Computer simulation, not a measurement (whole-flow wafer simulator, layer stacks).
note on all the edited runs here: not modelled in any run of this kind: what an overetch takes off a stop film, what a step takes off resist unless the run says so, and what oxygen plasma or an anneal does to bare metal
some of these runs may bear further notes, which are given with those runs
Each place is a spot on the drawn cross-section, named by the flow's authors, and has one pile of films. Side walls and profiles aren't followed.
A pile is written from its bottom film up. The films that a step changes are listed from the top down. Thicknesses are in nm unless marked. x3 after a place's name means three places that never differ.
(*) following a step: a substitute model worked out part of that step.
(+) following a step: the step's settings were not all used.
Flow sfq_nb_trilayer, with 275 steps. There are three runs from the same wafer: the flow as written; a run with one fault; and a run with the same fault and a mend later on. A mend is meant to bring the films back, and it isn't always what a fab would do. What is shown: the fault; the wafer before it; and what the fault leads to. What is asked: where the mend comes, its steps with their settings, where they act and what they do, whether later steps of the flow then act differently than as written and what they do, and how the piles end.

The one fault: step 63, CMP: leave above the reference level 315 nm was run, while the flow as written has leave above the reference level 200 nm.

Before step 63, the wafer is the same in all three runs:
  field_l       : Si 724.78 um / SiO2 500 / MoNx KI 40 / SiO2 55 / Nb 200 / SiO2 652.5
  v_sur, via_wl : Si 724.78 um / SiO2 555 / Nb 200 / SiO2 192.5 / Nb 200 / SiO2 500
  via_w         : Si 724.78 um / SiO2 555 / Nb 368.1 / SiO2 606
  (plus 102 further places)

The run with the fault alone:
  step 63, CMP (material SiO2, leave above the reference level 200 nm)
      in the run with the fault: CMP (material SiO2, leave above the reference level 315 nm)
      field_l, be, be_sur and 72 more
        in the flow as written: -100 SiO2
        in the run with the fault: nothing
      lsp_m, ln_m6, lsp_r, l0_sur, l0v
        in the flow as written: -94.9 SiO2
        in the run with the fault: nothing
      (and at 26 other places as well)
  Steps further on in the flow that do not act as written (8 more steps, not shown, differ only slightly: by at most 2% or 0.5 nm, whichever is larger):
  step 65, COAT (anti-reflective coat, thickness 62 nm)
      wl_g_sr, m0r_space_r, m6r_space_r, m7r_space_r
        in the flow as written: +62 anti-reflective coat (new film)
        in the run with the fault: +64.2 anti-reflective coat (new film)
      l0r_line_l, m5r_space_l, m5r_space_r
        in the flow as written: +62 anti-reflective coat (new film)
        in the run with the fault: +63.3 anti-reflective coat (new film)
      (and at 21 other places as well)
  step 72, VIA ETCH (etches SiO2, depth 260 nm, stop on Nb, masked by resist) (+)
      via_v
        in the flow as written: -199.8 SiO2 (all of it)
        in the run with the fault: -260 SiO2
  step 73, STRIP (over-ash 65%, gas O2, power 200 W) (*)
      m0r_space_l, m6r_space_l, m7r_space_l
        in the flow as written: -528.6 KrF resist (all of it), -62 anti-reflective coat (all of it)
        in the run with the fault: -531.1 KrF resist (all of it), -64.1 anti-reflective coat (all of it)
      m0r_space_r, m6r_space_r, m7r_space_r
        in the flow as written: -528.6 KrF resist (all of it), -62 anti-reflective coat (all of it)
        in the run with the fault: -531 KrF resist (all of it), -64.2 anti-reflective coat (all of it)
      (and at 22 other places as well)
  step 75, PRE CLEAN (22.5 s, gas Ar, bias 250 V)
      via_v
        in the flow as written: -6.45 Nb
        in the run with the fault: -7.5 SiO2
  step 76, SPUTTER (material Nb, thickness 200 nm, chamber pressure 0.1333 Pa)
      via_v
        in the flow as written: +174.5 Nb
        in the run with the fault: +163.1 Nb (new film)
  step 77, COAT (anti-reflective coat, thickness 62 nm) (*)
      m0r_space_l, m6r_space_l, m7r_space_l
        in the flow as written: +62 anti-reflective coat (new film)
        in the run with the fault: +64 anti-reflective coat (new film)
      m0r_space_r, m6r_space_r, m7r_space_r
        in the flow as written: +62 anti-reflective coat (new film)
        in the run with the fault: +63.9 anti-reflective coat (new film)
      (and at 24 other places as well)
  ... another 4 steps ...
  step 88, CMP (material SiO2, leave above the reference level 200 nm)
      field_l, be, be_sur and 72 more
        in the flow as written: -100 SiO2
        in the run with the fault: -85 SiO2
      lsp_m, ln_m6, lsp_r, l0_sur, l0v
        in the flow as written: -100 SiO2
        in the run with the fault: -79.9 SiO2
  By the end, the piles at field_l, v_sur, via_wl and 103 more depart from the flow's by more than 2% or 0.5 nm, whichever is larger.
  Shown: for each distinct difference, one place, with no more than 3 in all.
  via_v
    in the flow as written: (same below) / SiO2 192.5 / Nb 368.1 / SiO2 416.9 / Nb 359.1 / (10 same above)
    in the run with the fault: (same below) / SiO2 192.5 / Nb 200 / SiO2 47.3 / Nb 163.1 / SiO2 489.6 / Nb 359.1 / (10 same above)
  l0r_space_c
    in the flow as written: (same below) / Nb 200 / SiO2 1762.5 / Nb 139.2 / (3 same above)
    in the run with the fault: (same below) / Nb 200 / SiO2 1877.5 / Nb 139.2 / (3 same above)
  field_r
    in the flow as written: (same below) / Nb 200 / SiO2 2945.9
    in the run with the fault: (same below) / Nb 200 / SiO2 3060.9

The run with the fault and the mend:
  The mend follows step 64.
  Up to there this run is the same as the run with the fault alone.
  step 64a, CMP (material SiO2, leave above the reference level 200 nm) (a further turn of the flow's step 63)
      field_l, be, be_sur and 72 more
        -100 SiO2
      v_sur, via_wl, via_w and 23 more
        -115 SiO2
      lsp_m, ln_m6, lsp_r, l0_sur, l0v
        -94.9 SiO2
  None of the later steps of the flow acts differently than as written at any place that is followed.
  By the end, the piles equal the flow's at every place that both follow.
